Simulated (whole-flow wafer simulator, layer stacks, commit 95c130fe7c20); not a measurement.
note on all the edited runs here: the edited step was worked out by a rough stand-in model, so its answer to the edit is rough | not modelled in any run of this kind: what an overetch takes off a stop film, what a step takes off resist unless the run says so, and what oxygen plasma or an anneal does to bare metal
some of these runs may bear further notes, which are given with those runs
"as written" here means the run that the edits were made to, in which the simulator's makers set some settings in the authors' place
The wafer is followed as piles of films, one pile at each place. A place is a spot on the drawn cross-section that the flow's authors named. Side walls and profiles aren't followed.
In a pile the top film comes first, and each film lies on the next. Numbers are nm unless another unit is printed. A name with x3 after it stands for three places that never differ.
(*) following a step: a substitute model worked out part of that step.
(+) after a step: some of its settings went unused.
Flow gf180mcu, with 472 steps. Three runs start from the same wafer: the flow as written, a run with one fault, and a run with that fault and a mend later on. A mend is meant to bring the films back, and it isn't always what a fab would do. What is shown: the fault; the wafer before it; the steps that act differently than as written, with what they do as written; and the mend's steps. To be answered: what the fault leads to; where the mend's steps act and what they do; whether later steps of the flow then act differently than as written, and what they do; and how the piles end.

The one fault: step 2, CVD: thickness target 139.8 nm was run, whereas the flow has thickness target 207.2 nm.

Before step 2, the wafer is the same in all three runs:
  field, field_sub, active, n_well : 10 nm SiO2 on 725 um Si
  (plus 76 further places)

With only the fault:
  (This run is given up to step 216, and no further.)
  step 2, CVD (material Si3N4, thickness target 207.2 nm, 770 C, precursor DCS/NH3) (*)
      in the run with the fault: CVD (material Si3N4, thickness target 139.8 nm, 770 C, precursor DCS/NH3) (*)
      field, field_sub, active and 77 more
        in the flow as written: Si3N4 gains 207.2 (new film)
        in the run with the fault: Si3N4 gains 139.8 (new film)
  Steps further on in the flow that do not act as written (11 more steps, not shown, differ only slightly: by at most 2% or 0.5 nm, whichever is larger):
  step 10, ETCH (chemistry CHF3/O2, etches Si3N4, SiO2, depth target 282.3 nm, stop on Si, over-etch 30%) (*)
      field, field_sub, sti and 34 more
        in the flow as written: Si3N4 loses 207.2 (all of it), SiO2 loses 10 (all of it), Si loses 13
        in the run with the fault: Si3N4 loses 139.8 (all of it), SiO2 loses 10 (all of it), Si loses 26.5
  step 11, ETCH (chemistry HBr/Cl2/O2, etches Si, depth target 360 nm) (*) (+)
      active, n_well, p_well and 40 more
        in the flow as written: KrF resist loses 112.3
        in the run with the fault: KrF resist loses 107.8
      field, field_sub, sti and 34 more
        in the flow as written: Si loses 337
        in the run with the fault: Si loses 323.5
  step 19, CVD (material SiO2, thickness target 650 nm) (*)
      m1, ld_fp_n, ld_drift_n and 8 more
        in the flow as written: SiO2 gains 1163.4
        in the run with the fault: SiO2 gains 1096.1
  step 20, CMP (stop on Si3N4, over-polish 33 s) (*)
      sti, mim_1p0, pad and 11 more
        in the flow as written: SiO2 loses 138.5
        in the run with the fault: SiO2 loses 205.8
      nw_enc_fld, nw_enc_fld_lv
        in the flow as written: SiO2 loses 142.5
        in the run with the fault: SiO2 loses 209.8
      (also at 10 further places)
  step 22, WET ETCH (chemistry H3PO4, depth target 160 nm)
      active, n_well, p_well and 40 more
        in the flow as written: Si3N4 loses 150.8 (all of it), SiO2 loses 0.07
        in the run with the fault: Si3N4 loses 83.4 (all of it), SiO2 loses 0.6
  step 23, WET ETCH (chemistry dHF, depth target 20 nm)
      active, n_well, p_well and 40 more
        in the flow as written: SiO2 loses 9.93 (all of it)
        in the run with the fault: SiO2 loses 9.4 (all of it)
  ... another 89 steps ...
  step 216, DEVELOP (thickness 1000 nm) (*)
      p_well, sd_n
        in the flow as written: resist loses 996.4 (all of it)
        in the run with the fault: resist loses 930.7 (all of it)
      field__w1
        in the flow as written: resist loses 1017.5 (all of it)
        in the run with the fault: resist loses 1049.3 (all of it)
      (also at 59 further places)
  After step 216, at field, field__w1, field__w2 and 68 more, the piles differ from the flow's by more than 2% or 0.5 nm, whichever is larger.
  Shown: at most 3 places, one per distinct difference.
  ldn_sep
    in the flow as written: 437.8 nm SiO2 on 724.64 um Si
    in the run with the fault: 371 nm SiO2 on 724.64 um Si
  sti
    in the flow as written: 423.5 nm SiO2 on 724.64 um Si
    in the run with the fault: 356.7 nm SiO2 on 724.64 um Si
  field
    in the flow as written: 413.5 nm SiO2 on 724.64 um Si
    in the run with the fault: 346.7 nm SiO2 on 724.64 um Si

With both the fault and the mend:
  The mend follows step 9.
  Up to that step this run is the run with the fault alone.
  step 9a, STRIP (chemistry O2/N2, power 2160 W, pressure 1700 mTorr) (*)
      active, n_well, p_well and 40 more
        KrF resist loses 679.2 (all of it)
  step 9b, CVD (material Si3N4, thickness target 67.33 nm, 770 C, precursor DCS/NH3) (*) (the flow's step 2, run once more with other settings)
      field, field_sub, active and 77 more
        Si3N4 gains 67.3
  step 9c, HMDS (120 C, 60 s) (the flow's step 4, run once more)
      does not change any film at any place that is followed
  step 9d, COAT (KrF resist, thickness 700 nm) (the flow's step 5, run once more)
      field, field_sub, active and 77 more
        KrF resist gains 700 (new film)
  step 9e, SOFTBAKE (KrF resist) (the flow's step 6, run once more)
      does not change any film at any place that is followed
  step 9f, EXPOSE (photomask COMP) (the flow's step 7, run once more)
      does not change any film at any place that is followed
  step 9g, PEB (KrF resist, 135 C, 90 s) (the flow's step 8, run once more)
      field, field_sub, active and 77 more
        KrF resist loses 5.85
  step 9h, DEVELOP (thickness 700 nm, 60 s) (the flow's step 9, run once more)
      active, n_well, p_well and 40 more
        KrF resist loses 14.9
      field, field_sub, sti and 34 more
        KrF resist loses 694.2 (all of it)
  None of the later steps of the flow differs from how it acts as written, at any place that is followed, by more than 2% or 0.5 nm, whichever is larger.
  By the end, the piles equal the flow's at every place that both follow.
